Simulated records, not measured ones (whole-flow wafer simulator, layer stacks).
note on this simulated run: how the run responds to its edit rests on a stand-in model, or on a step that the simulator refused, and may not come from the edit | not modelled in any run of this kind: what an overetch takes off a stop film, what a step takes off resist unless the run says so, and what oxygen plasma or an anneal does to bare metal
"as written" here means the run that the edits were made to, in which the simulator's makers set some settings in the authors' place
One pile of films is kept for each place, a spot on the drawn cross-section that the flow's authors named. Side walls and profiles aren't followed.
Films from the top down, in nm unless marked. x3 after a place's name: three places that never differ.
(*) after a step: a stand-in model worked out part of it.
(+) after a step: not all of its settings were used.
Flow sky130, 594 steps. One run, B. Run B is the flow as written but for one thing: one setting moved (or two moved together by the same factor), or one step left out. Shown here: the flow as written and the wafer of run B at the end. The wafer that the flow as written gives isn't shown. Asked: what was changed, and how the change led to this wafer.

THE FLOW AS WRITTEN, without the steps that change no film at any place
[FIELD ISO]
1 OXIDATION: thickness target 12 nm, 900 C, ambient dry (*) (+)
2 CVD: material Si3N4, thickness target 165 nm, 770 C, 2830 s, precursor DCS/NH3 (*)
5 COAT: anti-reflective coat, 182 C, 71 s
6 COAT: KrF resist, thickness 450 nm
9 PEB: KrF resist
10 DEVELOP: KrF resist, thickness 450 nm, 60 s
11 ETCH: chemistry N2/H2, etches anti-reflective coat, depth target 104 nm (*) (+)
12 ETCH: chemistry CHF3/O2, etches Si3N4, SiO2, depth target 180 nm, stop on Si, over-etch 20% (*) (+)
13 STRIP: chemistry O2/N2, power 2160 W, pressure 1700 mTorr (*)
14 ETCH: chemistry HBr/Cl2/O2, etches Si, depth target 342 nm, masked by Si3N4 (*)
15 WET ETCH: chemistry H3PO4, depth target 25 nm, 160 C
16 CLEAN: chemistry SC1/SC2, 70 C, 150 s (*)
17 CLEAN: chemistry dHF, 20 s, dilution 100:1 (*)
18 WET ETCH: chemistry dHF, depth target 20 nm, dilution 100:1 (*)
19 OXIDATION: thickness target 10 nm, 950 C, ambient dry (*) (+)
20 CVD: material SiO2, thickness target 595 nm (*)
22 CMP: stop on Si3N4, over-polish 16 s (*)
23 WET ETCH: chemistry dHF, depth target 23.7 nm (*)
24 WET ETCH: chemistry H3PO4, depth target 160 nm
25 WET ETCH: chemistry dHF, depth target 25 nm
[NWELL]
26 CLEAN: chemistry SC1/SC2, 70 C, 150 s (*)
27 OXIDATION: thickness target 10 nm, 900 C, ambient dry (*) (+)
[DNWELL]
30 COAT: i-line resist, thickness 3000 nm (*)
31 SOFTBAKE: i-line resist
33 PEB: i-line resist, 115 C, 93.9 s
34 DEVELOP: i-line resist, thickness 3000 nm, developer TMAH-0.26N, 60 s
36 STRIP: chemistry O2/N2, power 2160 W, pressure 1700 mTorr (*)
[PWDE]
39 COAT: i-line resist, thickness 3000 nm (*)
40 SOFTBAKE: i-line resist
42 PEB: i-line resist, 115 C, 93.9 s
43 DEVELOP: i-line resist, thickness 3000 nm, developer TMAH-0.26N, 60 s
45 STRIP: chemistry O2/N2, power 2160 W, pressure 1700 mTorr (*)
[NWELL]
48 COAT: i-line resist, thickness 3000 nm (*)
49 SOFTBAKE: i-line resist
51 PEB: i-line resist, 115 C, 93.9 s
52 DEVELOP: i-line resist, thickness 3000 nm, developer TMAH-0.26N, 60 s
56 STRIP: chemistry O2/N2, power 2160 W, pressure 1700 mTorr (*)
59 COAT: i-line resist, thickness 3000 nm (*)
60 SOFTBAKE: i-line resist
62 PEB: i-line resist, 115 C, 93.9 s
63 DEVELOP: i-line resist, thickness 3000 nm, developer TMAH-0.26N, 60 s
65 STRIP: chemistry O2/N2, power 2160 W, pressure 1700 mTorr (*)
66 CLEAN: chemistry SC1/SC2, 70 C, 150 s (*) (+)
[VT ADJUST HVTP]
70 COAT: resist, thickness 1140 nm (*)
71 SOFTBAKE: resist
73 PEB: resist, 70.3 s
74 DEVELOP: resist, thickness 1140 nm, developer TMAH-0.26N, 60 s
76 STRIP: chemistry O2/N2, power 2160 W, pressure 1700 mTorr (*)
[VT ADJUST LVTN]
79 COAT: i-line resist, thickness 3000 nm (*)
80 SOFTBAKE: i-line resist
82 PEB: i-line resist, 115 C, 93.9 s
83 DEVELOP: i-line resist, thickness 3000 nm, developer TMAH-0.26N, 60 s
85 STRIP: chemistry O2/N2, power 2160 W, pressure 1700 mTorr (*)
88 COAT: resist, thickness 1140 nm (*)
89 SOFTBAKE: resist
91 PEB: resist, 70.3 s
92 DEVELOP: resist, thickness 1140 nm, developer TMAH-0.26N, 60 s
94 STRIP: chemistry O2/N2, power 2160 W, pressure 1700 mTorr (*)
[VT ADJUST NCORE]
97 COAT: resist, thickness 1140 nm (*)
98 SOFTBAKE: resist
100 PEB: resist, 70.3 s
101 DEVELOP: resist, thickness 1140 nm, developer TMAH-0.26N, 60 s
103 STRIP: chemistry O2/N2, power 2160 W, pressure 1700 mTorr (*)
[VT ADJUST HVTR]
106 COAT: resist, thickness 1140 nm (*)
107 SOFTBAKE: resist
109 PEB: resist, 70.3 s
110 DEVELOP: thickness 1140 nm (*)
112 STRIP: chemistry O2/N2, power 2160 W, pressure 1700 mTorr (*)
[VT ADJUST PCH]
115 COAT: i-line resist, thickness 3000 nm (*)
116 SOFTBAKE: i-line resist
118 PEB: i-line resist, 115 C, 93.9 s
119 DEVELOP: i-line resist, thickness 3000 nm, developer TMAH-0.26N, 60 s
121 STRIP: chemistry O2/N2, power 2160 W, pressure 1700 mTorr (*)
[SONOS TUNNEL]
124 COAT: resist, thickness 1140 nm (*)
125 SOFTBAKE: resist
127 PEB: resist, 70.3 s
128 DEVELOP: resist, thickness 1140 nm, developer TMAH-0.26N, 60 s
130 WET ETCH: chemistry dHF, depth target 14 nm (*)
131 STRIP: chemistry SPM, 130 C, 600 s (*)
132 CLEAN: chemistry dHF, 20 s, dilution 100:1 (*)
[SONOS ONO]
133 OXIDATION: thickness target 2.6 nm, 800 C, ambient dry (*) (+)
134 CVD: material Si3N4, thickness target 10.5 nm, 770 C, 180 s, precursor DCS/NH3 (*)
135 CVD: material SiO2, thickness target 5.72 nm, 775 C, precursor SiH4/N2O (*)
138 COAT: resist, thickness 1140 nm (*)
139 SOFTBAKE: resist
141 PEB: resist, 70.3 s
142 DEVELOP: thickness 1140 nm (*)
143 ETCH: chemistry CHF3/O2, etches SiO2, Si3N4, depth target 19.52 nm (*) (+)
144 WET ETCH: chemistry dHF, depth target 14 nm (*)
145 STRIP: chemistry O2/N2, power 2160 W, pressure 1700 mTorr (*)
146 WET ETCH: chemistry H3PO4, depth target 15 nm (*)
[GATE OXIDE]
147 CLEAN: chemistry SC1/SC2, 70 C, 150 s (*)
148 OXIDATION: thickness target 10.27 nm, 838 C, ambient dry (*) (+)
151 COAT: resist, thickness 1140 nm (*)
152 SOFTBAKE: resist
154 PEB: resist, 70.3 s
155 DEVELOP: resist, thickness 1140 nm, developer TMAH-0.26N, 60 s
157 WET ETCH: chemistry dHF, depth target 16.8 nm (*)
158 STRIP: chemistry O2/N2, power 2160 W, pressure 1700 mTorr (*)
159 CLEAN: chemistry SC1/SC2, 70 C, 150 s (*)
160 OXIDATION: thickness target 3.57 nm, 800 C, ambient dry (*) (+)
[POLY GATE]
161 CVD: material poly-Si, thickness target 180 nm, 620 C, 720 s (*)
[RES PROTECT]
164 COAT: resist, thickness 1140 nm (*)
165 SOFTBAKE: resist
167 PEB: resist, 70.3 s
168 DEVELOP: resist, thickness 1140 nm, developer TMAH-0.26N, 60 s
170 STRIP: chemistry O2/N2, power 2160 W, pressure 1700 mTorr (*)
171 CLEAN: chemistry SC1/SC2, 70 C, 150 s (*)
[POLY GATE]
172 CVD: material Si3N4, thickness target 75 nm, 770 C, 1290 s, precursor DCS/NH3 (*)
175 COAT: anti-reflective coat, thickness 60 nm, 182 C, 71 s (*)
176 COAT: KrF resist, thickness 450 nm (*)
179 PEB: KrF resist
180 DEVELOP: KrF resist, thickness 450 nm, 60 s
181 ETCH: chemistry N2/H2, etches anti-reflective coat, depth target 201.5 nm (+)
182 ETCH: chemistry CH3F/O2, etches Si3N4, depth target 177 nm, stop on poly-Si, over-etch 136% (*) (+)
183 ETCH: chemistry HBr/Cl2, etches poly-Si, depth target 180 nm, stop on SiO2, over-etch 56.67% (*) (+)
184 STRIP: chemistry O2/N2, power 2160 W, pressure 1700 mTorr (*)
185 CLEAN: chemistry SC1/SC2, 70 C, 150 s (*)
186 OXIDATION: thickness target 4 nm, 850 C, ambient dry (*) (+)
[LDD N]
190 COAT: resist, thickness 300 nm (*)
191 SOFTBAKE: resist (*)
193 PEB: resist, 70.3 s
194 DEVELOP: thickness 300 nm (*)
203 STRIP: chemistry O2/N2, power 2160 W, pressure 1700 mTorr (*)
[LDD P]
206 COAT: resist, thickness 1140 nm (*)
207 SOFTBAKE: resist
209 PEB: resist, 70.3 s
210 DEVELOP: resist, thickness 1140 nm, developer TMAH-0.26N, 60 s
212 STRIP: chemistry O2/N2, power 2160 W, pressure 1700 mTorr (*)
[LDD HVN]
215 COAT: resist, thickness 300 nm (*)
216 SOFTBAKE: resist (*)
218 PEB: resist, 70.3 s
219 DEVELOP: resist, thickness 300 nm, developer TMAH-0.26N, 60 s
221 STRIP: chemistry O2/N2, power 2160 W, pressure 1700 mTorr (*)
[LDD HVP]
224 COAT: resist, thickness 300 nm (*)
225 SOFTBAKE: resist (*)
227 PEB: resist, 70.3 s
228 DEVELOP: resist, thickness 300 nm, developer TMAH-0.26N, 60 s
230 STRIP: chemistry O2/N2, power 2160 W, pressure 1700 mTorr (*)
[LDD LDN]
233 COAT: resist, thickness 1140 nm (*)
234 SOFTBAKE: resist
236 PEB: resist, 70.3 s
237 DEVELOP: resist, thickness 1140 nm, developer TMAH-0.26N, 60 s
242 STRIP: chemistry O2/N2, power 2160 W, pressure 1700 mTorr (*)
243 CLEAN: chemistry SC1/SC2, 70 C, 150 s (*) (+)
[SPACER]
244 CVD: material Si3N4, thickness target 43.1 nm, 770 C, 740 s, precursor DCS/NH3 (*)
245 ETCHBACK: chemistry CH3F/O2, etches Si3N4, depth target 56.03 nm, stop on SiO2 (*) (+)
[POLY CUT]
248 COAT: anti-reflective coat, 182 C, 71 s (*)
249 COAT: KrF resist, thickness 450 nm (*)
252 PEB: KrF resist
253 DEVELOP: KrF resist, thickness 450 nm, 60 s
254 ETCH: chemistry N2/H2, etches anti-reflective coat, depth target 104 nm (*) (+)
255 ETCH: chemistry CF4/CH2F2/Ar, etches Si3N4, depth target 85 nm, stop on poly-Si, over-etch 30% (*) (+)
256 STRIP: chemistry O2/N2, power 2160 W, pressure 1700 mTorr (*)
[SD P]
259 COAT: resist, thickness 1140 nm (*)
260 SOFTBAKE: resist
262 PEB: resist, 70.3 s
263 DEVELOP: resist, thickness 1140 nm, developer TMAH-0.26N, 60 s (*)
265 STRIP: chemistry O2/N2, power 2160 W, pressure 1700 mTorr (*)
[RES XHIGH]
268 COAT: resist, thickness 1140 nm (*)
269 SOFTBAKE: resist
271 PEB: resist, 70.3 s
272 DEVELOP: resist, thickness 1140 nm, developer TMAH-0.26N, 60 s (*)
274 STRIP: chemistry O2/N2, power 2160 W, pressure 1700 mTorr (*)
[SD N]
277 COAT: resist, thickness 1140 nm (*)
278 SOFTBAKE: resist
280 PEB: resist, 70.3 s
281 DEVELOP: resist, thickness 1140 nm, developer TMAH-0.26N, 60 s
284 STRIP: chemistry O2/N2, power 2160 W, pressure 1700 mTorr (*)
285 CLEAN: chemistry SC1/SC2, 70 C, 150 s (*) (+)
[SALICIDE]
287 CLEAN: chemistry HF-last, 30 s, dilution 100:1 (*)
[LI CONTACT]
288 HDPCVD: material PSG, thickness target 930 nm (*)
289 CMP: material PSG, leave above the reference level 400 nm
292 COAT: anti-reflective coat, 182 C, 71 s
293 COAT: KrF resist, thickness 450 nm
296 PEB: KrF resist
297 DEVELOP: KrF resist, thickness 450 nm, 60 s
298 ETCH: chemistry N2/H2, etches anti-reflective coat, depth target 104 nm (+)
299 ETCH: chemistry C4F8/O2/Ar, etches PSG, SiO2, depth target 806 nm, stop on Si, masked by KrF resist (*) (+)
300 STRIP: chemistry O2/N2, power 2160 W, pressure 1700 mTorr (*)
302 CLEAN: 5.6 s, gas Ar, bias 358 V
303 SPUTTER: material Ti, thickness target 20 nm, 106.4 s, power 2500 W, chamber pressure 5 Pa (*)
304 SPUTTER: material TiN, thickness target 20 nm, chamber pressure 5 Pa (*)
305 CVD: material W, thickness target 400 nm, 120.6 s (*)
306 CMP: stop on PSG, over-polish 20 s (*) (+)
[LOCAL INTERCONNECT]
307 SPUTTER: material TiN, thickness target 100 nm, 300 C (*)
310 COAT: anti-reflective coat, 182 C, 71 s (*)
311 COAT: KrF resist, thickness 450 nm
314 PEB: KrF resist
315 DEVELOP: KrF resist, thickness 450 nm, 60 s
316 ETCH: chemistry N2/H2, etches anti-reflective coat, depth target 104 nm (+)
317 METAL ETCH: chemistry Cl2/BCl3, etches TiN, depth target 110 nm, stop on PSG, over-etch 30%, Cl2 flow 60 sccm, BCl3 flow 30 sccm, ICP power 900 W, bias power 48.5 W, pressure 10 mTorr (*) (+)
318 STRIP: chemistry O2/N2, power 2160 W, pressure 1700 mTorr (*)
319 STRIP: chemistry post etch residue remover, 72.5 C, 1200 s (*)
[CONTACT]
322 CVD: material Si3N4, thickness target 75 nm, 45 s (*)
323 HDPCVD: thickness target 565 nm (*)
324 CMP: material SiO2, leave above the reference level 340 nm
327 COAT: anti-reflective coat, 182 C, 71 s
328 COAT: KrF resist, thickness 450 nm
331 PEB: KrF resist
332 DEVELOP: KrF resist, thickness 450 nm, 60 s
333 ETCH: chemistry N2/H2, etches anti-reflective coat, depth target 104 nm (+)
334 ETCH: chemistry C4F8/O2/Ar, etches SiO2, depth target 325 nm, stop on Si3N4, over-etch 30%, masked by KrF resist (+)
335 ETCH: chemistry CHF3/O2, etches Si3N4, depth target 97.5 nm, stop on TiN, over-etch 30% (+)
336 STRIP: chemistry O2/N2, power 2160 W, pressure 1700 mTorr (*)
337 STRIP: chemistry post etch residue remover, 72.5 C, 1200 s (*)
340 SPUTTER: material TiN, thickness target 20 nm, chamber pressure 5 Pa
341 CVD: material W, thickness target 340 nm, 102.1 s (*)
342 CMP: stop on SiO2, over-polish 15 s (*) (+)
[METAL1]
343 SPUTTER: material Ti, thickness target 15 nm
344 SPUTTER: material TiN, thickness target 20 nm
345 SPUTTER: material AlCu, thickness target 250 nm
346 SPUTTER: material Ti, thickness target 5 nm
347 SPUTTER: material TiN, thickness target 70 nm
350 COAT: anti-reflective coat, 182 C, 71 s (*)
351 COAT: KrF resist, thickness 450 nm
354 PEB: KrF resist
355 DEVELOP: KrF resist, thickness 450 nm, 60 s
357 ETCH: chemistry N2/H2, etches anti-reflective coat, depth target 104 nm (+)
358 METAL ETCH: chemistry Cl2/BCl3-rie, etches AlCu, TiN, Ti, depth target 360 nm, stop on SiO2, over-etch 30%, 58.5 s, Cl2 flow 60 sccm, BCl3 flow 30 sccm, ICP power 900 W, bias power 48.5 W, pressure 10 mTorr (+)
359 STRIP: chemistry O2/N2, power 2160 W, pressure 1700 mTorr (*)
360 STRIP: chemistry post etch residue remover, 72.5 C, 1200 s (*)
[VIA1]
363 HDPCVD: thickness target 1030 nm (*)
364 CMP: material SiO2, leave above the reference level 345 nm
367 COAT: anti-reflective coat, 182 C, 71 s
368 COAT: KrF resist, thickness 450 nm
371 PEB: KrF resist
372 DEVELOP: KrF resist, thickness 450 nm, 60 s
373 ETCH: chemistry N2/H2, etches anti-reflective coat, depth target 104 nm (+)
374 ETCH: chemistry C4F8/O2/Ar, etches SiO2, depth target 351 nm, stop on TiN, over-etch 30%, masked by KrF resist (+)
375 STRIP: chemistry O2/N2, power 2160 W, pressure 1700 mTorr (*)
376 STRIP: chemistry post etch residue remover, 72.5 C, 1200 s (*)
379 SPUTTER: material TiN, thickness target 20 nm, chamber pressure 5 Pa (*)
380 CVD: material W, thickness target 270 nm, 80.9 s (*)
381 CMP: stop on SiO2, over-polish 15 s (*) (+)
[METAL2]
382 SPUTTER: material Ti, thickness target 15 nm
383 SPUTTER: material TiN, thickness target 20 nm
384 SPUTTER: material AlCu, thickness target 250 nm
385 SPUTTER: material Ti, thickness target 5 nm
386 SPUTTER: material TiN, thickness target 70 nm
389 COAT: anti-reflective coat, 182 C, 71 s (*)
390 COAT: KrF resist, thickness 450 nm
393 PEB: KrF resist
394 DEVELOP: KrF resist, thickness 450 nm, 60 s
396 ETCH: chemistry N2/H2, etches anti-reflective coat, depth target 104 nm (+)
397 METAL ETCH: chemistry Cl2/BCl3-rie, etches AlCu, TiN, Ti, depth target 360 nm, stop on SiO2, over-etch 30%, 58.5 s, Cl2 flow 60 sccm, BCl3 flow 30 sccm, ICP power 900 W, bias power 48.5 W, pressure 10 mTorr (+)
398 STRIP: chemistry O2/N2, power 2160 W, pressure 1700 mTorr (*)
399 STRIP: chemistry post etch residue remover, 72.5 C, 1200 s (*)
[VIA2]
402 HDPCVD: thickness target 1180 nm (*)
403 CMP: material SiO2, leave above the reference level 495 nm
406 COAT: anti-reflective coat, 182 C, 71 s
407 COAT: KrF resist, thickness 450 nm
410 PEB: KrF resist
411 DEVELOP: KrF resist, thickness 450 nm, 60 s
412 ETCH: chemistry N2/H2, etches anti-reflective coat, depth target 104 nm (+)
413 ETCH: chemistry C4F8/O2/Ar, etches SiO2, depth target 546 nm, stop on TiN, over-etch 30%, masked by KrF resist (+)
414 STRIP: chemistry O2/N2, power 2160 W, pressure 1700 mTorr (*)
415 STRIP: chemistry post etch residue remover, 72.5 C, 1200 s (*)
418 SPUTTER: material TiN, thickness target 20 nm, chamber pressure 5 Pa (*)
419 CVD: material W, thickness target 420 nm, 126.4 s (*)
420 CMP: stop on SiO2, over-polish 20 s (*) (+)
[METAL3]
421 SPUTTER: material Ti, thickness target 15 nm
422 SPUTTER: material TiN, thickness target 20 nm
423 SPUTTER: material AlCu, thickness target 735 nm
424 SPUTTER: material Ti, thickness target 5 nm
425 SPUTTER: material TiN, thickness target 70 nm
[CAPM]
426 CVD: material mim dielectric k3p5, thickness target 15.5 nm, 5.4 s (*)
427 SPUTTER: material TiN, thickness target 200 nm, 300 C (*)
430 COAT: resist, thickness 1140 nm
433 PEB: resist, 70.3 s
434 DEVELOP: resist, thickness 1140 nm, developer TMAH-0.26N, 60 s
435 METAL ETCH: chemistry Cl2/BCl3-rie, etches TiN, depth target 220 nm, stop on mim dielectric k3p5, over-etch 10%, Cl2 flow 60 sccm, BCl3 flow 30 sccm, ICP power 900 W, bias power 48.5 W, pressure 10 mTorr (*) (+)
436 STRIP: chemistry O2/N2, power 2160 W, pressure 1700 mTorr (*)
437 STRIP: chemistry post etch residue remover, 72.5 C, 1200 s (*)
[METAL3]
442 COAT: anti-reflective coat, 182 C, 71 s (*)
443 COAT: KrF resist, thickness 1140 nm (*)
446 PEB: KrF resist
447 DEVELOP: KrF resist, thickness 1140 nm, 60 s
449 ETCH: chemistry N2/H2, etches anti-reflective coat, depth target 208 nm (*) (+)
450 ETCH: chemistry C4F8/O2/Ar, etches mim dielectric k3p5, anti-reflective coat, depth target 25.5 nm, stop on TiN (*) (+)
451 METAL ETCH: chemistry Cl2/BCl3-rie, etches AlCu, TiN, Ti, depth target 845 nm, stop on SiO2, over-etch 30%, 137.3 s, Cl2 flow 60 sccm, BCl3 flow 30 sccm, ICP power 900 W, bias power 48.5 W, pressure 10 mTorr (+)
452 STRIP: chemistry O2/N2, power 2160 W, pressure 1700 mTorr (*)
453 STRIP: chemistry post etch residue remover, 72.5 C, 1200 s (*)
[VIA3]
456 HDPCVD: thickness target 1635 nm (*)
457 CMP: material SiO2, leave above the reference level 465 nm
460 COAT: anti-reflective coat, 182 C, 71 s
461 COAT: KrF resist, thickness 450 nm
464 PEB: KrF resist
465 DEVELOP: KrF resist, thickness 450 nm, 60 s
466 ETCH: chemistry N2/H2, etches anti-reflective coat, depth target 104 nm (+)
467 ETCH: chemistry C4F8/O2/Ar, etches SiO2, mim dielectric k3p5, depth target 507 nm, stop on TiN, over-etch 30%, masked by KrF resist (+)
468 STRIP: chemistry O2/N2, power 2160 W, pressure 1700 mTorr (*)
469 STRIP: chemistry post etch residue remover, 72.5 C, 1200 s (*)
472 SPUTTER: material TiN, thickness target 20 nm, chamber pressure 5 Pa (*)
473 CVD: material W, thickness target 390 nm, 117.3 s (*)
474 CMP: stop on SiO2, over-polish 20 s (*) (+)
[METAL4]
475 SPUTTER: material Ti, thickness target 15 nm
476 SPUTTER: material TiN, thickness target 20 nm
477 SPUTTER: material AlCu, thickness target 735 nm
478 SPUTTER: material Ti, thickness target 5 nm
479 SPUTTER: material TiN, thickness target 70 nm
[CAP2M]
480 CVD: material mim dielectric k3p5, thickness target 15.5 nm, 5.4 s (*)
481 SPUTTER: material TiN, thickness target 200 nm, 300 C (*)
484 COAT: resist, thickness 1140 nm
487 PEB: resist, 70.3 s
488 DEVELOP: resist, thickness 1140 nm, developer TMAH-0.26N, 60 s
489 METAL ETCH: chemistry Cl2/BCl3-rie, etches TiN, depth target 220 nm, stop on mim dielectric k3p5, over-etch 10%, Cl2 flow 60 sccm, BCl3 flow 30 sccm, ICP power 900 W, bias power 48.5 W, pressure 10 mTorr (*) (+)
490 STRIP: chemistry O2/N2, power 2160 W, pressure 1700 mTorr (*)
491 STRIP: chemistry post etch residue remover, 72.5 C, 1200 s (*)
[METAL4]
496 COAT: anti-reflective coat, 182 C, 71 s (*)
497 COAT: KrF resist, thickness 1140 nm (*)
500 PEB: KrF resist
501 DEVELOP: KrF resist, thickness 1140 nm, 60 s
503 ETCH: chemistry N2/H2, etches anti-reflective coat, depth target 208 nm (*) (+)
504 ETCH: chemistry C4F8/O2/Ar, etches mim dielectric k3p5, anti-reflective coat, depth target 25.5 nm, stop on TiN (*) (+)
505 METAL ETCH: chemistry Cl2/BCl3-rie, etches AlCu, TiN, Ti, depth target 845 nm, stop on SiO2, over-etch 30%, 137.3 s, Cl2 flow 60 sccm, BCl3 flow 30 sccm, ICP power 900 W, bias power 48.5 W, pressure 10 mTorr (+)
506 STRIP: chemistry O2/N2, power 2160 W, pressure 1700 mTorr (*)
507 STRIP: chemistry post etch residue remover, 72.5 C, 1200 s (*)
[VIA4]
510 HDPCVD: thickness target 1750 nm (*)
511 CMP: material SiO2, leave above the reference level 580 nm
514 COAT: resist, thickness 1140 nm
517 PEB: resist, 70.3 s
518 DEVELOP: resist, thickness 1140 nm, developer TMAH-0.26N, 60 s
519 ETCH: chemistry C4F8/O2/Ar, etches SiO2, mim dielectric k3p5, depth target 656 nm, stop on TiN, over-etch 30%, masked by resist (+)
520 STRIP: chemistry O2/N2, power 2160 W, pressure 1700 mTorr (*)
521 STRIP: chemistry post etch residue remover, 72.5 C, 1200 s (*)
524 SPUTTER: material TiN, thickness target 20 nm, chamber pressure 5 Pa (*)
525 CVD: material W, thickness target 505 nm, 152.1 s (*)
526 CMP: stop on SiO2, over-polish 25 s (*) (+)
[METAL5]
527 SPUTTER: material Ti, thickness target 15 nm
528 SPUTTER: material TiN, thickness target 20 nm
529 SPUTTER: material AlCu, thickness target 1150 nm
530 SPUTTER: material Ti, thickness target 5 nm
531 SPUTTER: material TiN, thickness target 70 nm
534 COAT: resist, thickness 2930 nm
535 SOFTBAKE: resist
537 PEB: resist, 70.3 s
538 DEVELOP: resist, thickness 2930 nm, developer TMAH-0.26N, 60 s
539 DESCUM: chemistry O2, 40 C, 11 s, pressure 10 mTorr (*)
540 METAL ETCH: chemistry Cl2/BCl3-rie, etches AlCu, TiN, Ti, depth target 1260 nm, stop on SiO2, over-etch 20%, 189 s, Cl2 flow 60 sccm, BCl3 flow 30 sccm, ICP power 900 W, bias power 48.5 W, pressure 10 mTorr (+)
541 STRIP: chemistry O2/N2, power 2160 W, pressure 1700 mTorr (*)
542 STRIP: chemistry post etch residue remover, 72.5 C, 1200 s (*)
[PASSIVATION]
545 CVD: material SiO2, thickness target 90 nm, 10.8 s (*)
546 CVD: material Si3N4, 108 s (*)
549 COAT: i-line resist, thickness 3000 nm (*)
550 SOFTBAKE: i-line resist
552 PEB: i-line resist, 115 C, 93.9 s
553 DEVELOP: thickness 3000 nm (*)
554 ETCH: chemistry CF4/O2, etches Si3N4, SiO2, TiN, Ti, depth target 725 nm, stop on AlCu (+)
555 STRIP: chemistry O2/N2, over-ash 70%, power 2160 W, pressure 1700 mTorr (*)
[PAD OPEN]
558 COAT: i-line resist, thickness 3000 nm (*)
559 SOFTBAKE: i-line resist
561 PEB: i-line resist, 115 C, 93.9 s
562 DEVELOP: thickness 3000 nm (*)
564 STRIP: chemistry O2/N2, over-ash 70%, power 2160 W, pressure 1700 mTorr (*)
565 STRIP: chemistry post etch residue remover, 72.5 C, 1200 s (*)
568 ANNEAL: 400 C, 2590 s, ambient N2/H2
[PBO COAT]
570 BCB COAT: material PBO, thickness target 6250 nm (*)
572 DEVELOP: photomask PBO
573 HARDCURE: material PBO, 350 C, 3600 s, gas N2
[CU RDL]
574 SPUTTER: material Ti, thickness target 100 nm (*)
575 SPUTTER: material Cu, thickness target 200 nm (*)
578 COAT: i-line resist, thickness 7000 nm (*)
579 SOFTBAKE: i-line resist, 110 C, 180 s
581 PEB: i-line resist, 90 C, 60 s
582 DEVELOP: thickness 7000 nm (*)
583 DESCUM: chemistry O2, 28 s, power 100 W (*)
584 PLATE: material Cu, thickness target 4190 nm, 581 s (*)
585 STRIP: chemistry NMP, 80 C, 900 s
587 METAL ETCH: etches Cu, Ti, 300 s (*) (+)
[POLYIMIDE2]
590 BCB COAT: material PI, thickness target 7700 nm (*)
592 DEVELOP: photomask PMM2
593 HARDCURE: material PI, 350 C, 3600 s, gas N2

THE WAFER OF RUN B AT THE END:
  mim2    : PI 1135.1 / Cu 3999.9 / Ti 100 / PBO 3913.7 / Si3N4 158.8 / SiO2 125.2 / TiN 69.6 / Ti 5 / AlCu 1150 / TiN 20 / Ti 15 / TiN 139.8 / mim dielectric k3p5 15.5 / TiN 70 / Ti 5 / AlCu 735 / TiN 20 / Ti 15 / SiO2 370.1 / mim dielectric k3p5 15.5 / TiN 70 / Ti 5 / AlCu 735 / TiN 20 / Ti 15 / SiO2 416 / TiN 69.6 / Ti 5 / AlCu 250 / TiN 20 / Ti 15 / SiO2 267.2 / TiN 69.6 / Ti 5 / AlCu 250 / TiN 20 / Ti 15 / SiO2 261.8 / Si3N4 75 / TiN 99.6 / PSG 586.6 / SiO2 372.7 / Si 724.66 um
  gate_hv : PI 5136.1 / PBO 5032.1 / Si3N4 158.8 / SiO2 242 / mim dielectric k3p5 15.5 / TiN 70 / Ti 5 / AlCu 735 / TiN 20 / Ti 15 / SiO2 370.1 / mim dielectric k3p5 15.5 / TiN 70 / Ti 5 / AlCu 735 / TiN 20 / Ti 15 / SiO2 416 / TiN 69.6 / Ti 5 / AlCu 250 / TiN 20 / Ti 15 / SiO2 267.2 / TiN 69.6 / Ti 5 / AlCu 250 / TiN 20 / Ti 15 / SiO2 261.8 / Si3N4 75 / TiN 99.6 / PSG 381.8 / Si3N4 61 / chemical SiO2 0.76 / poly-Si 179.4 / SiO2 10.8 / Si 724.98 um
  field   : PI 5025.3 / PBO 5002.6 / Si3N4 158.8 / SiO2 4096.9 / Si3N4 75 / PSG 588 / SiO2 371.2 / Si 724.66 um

The cause: step 511, CMP: leave above the reference level 238 nm was run, where the flow has leave above the reference level 580 nm.

How the change led to this, step by step:
  511 CMP: material SiO2, leave above the reference level 580 nm
      mim2: SiO2 -1750 (all of it), TiN -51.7 (as written it would be: SiO2 -1459.7)
      n_well, p_well, gate_hv and 99 more: SiO2 -1602.5 (as written it would be: SiO2 -1260.5)
      (and at 90 more places)
  519 ETCH: chemistry C4F8/O2/Ar, etches SiO2, mim dielectric k3p5, depth target 656 nm, stop on TiN, over-etch 30%, masked by resist (+)
      field, active, n_well and 188 more: resist -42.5 (as written it would be: resist -131.2)
      m1: SiO2 -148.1 (all of it), mim dielectric k3p5 -15.5 (all of it) (as written it would be: SiO2 -490.1 (all of it), mim dielectric k3p5 -15.5 (all of it))
      (and at 1 more place)
  520 STRIP: chemistry O2/N2, power 2160 W, pressure 1700 mTorr (*)
      field, active, n_well and 188 more: resist -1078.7 (all of it) (as written it would be: resist -990.1 (all of it))
  524 SPUTTER: material TiN, thickness target 20 nm, chamber pressure 5 Pa (*)
      mim2: TiN +20 (as written it would be: TiN +20 (new film))
      m1, via4_hole: TiN +18.1 (as written it would be: TiN +15.3)
  525 CVD: material W, thickness target 505 nm, 152.1 s (*)
      m1: W +505 (new film) (as written it would be: W +1015.8 (new film))
      via4_hole: W +505 (new film) (as written it would be: W +1015.2 (new film))
  526 CMP: stop on SiO2, over-polish 25 s (*) (+)
      mim2: W -505 (all of it), TiN -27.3 (as written it would be: W -505 (all of it), TiN -20 (all of it), SiO2 -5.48)
      m1: W -366.7 (as written it would be: W -532.7)
      (and at 1 more place)
Counting metal films that touch as one body, mim2 has 7 bodies (between them, from the top down: PBO 3913.7 / Si3N4 158.8 / SiO2 125.2; mim dielectric k3p5 15.5; SiO2 370.1 / mim dielectric k3p5 15.5; SiO2 416; SiO2 267.2; SiO2 261.8 / Si3N4 75); the flow as written gives 8 bodies (between them, from the top down: PBO 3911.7 / Si3N4 158.8 / SiO2 125.2; SiO2 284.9; mim dielectric k3p5 15.5; SiO2 370.1 / mim dielectric k3p5 15.5; SiO2 416; SiO2 267.2; SiO2 261.8 / Si3N4 75).
